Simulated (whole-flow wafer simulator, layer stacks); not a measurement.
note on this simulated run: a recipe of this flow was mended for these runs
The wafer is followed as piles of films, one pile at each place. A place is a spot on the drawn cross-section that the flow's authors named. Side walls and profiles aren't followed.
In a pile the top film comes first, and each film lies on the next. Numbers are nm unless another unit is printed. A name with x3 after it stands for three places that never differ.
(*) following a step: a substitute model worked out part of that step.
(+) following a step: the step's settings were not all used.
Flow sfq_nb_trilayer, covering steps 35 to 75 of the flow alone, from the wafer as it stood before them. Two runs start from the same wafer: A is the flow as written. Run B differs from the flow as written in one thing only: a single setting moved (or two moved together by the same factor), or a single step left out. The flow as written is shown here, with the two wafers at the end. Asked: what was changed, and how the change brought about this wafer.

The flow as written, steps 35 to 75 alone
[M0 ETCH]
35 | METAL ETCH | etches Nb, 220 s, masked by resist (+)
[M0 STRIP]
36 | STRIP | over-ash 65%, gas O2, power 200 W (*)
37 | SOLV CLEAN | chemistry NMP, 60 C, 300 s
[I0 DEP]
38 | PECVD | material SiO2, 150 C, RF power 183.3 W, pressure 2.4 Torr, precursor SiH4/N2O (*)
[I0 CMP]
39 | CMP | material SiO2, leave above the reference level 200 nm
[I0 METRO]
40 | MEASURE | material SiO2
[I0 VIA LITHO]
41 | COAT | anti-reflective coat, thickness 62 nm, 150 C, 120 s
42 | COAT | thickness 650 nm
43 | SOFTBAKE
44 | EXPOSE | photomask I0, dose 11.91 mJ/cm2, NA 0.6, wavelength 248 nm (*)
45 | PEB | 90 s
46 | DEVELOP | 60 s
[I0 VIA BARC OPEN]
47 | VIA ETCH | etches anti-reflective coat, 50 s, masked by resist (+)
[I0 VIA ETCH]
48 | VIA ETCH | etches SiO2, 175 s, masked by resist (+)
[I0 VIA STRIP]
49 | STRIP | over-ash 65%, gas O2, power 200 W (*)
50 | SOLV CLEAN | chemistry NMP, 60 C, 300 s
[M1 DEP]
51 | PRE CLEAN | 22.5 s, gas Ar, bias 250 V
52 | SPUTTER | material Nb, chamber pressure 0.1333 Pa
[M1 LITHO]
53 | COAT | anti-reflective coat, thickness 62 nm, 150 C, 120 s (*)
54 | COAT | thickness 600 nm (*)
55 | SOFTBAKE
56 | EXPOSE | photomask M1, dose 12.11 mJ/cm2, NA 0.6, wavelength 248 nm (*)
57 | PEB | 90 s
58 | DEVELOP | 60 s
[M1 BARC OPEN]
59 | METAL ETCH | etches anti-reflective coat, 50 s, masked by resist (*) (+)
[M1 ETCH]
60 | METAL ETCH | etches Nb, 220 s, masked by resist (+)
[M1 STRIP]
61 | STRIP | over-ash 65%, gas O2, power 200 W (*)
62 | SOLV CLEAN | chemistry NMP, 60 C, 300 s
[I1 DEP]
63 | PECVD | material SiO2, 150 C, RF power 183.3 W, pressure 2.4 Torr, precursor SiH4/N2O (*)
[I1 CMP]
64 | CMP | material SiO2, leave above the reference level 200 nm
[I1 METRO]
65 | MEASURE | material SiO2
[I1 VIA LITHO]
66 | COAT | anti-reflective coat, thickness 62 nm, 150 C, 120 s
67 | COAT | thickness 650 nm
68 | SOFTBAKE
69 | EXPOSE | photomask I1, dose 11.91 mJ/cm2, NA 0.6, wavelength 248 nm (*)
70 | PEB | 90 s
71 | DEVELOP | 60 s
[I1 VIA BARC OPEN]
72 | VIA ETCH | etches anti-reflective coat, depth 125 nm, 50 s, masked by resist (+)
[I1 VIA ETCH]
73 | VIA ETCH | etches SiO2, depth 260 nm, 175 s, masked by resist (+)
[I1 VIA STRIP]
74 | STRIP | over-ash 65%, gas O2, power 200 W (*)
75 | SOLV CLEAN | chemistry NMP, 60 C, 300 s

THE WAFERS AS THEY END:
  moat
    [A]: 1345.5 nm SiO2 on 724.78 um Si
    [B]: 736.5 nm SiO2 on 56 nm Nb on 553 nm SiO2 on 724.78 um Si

What caused this: step 35, METAL ETCH: 132 s was run, while the flow as written has 220 s.

How this came from the change, step by step:
  35 | METAL ETCH | etches Nb, 220 s, masked by resist (+)
      moat, m0r_space_l x2: A Nb loses 200 (all of it), SiO2 loses 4 | B Nb loses 144
      field_l, v_sur, via_wl and 100 more: A KrF-resist-other-grade loses 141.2 | B KrF-resist-other-grade loses 84.7
  36 | STRIP | over-ash 65%, gas O2, power 200 W (*)
      p4_fl x53, wl_j_sl x16, wl_d_sl x2: A KrF-resist-other-grade loses 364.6 (all of it), anti-reflective coat loses 62 (all of it) | B KrF-resist-other-grade loses 421.1 (all of it), anti-reflective coat loses 62 (all of it)
      ce_r, sp_r, be_r, r_sur: A KrF-resist-other-grade loses 370.4 (all of it), anti-reflective coat loses 63.7 (all of it) | B KrF-resist-other-grade loses 426.9 (all of it), anti-reflective coat loses 63.7 (all of it)
      (also at 28 further places)
  38 | PECVD | material SiO2, 150 C, RF power 183.3 W, pressure 2.4 Torr, precursor SiH4/N2O (*)
      moat, m0r_space_l x2: A SiO2 gains 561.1 | B SiO2 gains 501.1 (new film)
Taking metal films that touch as one body, moat has 1 body; the flow as written gives 0 bodies.
